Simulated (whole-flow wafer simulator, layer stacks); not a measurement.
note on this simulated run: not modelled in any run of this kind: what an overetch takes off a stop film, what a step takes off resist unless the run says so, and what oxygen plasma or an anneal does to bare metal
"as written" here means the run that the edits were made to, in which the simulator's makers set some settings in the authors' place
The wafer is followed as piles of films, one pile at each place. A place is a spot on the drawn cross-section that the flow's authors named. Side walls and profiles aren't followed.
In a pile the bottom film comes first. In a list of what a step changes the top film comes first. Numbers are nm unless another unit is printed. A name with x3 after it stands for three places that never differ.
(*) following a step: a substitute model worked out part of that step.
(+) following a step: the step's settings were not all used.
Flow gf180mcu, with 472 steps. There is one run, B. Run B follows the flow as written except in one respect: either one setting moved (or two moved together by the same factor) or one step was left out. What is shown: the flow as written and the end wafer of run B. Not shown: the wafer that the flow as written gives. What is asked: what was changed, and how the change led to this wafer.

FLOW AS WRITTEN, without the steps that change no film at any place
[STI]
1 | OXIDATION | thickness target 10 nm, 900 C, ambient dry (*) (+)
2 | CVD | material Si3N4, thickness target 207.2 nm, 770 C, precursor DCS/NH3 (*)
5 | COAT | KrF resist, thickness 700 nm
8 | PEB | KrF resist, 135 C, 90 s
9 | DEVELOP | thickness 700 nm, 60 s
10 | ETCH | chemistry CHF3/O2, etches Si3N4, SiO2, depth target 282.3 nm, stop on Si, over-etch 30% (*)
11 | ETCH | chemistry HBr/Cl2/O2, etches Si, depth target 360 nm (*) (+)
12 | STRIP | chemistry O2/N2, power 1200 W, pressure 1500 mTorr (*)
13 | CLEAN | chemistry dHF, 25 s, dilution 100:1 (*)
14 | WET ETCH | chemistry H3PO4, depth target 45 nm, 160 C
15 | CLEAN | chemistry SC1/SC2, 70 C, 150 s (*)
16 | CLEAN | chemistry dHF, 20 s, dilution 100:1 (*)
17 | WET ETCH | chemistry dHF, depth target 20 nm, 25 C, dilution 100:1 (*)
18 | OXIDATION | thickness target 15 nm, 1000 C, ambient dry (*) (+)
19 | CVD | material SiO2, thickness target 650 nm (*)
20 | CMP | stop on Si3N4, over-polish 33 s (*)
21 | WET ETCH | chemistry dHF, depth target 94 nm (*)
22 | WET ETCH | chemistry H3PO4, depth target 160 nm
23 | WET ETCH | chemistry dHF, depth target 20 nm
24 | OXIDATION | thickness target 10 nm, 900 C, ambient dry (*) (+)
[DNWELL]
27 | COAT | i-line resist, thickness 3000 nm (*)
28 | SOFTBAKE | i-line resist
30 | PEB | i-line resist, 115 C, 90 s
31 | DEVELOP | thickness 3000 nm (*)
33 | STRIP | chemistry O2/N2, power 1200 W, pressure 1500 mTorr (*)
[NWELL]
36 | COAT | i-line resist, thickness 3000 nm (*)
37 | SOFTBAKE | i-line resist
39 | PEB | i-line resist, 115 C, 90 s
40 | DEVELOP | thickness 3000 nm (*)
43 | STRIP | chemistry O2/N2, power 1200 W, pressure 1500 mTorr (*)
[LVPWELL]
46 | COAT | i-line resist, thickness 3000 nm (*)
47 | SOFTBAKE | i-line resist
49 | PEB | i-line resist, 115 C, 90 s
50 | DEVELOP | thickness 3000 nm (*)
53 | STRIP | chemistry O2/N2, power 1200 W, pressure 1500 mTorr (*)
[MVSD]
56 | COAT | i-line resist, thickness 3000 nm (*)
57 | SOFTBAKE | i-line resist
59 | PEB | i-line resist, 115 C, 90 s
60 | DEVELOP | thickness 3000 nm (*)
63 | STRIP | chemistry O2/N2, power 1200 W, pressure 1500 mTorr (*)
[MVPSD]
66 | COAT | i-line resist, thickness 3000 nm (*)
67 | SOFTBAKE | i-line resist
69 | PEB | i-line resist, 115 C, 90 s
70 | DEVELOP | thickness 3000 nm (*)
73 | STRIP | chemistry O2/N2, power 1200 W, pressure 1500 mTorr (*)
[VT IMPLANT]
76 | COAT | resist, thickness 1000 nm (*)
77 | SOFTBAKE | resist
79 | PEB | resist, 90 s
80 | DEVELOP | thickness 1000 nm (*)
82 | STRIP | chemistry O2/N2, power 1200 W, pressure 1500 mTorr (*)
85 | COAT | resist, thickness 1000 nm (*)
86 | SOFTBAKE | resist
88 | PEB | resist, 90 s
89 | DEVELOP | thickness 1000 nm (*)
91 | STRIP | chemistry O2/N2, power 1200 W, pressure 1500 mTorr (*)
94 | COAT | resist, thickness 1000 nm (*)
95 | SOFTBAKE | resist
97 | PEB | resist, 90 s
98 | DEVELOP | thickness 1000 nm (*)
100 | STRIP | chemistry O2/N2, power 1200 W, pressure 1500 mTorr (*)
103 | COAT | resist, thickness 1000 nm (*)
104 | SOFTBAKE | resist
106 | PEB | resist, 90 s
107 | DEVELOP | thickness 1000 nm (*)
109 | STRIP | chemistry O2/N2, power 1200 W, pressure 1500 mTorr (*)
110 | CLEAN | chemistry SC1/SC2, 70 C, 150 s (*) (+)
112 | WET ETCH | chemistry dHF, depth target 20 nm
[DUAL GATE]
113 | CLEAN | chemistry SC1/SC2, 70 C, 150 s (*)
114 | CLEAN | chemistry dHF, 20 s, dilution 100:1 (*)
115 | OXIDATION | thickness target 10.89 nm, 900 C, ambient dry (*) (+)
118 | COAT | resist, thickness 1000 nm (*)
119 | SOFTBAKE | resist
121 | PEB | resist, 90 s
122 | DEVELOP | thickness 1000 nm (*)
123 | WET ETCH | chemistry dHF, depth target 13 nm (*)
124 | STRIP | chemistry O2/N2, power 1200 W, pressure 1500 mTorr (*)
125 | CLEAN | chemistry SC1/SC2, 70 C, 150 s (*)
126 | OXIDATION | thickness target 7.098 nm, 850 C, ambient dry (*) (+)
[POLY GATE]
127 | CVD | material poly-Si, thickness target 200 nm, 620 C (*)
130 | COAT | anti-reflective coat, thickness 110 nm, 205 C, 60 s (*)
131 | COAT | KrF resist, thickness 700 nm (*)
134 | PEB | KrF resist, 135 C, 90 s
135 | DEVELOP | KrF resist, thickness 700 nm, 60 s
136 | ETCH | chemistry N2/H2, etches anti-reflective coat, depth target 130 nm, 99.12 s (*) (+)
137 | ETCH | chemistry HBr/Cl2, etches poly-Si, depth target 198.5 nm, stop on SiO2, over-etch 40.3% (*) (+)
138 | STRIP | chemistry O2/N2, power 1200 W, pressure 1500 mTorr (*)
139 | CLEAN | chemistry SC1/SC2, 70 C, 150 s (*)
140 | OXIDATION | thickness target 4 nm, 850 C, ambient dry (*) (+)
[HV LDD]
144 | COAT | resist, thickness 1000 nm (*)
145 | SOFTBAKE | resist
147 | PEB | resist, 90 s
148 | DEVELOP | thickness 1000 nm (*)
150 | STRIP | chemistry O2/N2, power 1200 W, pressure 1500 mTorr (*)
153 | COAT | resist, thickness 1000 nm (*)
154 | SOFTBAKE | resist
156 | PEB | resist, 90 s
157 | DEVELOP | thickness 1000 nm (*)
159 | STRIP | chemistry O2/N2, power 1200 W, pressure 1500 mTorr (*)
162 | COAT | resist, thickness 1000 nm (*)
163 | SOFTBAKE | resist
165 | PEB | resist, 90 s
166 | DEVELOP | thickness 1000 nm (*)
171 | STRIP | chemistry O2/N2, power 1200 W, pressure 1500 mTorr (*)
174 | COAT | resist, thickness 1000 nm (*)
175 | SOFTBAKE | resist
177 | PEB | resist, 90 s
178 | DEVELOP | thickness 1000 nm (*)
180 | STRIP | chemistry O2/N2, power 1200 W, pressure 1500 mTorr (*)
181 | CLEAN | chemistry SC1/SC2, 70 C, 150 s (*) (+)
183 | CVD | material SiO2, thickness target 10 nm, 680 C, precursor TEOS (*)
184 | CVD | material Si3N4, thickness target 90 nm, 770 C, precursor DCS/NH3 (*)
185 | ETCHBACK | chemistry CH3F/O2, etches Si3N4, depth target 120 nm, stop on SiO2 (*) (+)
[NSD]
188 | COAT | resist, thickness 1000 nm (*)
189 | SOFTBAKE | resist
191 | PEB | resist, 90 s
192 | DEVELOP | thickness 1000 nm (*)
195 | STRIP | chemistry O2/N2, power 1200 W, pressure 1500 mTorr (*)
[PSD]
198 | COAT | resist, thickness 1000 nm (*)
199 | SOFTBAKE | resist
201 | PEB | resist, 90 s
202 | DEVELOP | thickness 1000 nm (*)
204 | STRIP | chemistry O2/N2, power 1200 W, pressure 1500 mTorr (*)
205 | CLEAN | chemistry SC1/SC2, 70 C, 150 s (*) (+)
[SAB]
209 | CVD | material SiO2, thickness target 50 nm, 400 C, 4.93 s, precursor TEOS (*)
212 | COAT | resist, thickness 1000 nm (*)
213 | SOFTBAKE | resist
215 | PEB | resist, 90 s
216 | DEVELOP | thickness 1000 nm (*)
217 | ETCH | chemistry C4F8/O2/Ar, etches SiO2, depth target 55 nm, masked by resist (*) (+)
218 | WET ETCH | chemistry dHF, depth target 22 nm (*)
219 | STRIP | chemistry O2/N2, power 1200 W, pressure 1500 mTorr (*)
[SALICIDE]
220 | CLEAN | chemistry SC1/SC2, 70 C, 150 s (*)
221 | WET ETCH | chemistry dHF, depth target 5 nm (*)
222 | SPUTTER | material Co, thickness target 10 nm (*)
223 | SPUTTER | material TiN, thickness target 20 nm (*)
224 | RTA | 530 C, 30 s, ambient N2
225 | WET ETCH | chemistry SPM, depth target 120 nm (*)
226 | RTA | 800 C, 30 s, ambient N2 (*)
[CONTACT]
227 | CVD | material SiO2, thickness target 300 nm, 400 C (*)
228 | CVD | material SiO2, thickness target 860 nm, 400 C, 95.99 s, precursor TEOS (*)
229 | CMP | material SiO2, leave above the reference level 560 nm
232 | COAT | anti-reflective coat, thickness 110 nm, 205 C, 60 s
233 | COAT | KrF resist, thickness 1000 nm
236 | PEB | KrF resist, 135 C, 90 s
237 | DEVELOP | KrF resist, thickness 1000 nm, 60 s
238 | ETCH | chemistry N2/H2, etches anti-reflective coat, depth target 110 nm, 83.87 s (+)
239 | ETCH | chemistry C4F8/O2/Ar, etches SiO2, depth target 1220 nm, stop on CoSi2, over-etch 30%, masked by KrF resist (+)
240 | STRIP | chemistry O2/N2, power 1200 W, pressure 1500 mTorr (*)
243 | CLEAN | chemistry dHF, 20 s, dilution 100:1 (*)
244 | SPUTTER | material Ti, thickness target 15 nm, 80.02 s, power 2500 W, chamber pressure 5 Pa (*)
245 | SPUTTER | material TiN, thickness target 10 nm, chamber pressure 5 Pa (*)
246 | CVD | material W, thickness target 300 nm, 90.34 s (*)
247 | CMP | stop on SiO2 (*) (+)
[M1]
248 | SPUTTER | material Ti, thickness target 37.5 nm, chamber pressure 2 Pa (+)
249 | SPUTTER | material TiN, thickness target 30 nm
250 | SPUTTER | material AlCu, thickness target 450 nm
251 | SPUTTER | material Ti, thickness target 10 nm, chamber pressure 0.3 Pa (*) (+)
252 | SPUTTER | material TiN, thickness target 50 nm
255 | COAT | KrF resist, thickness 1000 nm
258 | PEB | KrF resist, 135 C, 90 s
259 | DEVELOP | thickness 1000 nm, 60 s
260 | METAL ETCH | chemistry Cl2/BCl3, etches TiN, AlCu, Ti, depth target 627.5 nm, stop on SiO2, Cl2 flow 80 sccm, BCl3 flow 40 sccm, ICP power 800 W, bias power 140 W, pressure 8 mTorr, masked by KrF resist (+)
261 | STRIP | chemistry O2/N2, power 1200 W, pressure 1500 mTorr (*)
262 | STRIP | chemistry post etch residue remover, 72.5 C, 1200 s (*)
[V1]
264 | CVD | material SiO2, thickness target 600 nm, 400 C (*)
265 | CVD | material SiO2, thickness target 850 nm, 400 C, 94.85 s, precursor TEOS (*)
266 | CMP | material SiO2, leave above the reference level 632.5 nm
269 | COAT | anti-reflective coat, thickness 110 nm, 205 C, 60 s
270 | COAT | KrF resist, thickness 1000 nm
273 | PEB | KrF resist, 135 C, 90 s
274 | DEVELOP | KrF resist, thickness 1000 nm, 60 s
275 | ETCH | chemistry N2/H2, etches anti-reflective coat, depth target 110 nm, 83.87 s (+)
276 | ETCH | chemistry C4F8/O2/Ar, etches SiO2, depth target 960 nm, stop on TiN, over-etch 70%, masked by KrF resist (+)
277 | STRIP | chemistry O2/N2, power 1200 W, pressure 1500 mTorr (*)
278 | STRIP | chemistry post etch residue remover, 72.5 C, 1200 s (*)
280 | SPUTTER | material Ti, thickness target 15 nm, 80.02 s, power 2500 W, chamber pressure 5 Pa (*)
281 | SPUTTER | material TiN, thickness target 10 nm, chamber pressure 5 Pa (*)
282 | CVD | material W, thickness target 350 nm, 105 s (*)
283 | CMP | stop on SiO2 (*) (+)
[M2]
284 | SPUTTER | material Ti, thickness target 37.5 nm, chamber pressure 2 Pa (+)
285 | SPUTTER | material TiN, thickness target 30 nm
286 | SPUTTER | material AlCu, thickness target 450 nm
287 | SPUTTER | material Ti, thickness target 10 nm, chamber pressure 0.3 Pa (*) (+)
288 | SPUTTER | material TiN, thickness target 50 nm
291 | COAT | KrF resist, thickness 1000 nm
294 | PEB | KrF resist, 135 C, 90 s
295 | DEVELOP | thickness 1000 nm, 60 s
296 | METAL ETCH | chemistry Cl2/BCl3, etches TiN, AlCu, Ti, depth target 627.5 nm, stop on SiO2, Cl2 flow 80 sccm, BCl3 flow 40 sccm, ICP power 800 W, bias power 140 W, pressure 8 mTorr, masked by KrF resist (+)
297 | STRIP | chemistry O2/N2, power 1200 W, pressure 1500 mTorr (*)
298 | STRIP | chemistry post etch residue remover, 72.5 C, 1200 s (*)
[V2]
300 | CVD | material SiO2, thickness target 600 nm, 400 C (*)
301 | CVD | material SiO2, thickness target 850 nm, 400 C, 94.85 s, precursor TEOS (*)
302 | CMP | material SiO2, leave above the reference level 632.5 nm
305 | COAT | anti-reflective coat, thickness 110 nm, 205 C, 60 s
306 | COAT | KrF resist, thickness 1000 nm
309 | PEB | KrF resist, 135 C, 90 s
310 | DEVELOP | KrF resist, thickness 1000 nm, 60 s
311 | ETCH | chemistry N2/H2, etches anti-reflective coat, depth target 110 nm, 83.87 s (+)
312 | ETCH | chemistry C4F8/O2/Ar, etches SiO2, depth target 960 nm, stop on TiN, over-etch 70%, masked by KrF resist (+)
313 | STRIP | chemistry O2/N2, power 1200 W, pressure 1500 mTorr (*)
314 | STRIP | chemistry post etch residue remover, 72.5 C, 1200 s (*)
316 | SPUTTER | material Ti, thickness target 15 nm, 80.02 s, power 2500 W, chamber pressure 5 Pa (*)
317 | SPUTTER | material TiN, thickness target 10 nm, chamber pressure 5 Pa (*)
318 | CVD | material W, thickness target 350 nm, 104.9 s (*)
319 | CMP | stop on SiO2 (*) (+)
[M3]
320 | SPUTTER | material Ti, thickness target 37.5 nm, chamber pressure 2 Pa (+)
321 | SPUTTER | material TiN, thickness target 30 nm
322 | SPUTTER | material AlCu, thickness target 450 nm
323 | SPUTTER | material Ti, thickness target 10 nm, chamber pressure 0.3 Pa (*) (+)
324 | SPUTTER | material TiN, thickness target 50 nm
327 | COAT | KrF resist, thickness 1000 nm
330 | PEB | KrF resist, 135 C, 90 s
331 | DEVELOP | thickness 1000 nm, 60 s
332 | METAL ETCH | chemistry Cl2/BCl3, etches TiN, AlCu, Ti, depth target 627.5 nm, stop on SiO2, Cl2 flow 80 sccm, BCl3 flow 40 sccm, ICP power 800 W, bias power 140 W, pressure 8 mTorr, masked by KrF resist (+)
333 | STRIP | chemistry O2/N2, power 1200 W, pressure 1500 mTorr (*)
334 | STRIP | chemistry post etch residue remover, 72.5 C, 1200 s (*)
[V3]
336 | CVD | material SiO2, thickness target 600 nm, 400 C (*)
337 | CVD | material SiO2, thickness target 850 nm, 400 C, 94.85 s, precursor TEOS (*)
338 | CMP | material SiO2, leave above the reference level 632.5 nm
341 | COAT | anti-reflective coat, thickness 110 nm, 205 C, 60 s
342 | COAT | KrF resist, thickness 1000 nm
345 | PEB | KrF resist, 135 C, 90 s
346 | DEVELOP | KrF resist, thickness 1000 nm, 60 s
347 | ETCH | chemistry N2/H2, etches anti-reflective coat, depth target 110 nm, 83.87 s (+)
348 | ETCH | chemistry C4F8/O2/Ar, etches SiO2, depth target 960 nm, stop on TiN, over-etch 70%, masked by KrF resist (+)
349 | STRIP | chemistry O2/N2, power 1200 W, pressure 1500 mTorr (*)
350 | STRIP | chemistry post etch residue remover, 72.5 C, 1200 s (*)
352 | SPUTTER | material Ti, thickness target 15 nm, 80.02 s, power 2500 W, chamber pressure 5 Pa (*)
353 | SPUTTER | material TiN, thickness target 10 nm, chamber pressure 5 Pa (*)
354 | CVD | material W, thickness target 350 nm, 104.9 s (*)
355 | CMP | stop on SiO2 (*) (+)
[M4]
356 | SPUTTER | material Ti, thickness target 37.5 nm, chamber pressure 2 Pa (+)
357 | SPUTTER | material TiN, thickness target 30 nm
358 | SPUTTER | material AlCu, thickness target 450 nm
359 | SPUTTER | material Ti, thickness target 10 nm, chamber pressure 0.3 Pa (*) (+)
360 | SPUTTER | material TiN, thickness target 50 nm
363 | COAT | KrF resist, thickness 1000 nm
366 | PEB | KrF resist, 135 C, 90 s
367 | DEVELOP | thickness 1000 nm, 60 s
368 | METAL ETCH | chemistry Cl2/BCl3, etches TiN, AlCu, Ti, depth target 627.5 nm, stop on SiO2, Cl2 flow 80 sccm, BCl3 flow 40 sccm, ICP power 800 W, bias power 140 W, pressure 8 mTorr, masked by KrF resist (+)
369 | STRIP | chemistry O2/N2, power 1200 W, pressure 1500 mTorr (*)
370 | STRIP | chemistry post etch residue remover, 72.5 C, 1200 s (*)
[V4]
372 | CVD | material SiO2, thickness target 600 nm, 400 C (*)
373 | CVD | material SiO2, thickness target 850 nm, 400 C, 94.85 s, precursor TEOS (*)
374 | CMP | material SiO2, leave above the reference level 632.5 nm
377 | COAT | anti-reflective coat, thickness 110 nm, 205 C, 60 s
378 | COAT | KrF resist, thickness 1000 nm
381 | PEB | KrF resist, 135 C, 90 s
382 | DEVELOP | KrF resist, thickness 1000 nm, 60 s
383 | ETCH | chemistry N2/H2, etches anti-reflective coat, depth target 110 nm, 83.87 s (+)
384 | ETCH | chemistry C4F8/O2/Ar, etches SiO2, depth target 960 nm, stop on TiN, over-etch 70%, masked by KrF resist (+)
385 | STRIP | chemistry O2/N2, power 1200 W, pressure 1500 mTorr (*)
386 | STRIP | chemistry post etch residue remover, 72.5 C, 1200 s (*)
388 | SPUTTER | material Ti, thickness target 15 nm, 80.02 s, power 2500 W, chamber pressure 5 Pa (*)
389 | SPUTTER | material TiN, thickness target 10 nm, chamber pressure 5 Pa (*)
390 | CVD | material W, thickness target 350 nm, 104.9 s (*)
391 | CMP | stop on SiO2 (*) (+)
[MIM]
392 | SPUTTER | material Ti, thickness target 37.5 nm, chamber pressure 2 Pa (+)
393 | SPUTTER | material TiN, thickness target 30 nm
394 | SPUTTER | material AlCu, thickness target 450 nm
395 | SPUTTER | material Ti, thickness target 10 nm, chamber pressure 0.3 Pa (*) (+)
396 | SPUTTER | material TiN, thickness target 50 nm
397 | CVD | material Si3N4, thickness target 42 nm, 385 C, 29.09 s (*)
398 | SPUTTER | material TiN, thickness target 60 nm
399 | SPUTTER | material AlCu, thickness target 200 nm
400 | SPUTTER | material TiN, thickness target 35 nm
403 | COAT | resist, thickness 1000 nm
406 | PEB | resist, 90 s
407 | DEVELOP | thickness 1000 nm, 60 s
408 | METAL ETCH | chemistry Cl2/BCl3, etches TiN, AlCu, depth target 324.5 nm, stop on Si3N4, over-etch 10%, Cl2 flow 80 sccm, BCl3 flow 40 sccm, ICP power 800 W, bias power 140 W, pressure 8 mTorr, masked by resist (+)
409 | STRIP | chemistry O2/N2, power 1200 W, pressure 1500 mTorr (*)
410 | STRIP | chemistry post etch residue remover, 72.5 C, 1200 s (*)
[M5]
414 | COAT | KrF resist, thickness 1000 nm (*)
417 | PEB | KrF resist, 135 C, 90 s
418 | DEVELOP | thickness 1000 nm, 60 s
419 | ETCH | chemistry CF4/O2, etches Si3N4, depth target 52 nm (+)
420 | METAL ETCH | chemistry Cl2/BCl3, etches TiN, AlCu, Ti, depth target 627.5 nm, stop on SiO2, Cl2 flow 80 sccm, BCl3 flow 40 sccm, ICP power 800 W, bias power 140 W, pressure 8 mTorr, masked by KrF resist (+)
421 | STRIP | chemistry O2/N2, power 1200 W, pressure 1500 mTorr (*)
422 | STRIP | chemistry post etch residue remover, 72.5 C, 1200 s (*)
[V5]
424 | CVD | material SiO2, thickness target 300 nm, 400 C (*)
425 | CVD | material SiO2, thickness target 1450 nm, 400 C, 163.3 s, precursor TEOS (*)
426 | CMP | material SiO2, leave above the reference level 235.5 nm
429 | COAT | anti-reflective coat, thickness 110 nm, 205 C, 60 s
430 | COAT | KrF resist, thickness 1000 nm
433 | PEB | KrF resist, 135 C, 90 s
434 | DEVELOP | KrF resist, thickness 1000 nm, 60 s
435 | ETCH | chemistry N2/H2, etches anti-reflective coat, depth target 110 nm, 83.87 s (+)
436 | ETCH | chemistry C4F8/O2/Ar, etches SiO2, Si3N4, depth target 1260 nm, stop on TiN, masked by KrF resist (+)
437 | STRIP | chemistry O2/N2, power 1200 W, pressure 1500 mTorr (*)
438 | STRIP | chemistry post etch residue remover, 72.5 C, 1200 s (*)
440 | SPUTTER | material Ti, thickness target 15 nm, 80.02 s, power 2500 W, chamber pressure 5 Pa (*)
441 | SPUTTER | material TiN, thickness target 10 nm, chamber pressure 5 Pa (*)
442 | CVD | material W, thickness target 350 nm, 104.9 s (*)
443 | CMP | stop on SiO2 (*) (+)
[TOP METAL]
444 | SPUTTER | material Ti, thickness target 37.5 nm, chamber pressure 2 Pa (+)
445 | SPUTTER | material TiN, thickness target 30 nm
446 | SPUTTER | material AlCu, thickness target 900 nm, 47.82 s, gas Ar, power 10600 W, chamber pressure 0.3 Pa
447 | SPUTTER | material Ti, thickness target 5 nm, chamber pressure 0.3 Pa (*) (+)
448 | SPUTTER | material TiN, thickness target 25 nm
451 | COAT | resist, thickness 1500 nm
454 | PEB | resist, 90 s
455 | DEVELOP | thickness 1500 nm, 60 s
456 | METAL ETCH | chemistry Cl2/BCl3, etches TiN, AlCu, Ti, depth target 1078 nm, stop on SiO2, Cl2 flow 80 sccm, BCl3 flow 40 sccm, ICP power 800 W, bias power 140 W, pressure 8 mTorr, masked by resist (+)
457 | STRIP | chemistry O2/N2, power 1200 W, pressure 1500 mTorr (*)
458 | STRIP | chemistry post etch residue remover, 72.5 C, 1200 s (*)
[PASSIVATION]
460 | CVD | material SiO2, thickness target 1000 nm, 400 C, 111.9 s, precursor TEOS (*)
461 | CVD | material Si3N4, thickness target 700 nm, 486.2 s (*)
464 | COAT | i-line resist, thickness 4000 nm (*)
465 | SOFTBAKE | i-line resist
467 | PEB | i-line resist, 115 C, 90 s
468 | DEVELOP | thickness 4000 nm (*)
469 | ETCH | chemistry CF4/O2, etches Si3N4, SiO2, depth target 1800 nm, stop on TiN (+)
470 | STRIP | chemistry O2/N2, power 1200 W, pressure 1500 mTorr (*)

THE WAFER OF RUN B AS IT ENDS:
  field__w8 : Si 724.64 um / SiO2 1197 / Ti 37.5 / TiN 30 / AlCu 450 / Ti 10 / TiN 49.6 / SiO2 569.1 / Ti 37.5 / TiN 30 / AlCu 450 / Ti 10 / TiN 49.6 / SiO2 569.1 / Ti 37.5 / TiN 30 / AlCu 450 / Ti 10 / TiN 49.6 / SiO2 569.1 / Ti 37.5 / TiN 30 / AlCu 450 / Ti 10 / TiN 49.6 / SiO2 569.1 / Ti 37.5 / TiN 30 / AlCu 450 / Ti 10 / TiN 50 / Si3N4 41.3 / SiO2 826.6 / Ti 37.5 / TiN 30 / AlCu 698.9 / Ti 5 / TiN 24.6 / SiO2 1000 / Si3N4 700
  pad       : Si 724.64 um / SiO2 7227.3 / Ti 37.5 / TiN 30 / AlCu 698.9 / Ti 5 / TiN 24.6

What caused this: step 446, SPUTTER: 37.36 s was run, while the flow as written has 47.82 s.

The path from the change to this, step by step:
  446 | SPUTTER | material AlCu, thickness target 900 nm, 47.82 s, gas Ar, power 10600 W, chamber pressure 0.3 Pa
      field, field__w1, field__w2 and 109 more: +698.9 AlCu (new film) (in the flow as written it would be: +900 AlCu (new film))
  456 | METAL ETCH | chemistry Cl2/BCl3, etches TiN, AlCu, Ti, depth target 1078 nm, stop on SiO2, Cl2 flow 80 sccm, BCl3 flow 40 sccm, ICP power 800 W, bias power 140 W, pressure 8 mTorr, masked by resist (+)
      field, field__w1, field__w2 and 103 more: -25 TiN (all of it), -5 Ti (all of it), -698.9 AlCu (all of it), -30 TiN (all of it), -37.5 Ti (all of it) (in the flow as written it would be: -25 TiN (all of it), -5 Ti (all of it), -900 AlCu (all of it), -30 TiN (all of it), -37.5 Ti (all of it))
  464 | COAT | i-line resist, thickness 4000 nm (*)
      field__w8: +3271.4 i-line resist (new film) (in the flow as written it would be: +3093.1 i-line resist (new film))
      contact: +3313.4 i-line resist (new film) (in the flow as written it would be: +3153.6 i-line resist (new film))
      (and at 4 other places as well)
  465 | SOFTBAKE | i-line resist
      field__w5, field__w9: +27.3 i-line resist (in the flow as written it would be: +37.3 i-line resist)
      field__w11, field__w13: +27.4 i-line resist (in the flow as written it would be: +37.9 i-line resist)
      (and at 65 other places as well)
  467 | PEB | i-line resist, 115 C, 90 s
      field__w8, m1__w1: -37.9 i-line resist (in the flow as written it would be: -34.7 i-line resist)
      contact, m1: -38.2 i-line resist (in the flow as written it would be: -35.1 i-line resist)
      (and at 2 other places as well)
  468 | DEVELOP | thickness 4000 nm (*)
      pad: -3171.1 i-line resist (all of it) (in the flow as written it would be: -2974.8 i-line resist (all of it))
  470 | STRIP | chemistry O2/N2, power 1200 W, pressure 1500 mTorr (*)
      field__w8, m1__w1: -1981.5 i-line resist (all of it) (in the flow as written it would be: -1787.7 i-line resist (all of it))
      contact: -1998.2 i-line resist (all of it) (in the flow as written it would be: -1811.2 i-line resist (all of it))
      (and at 2 other places as well)
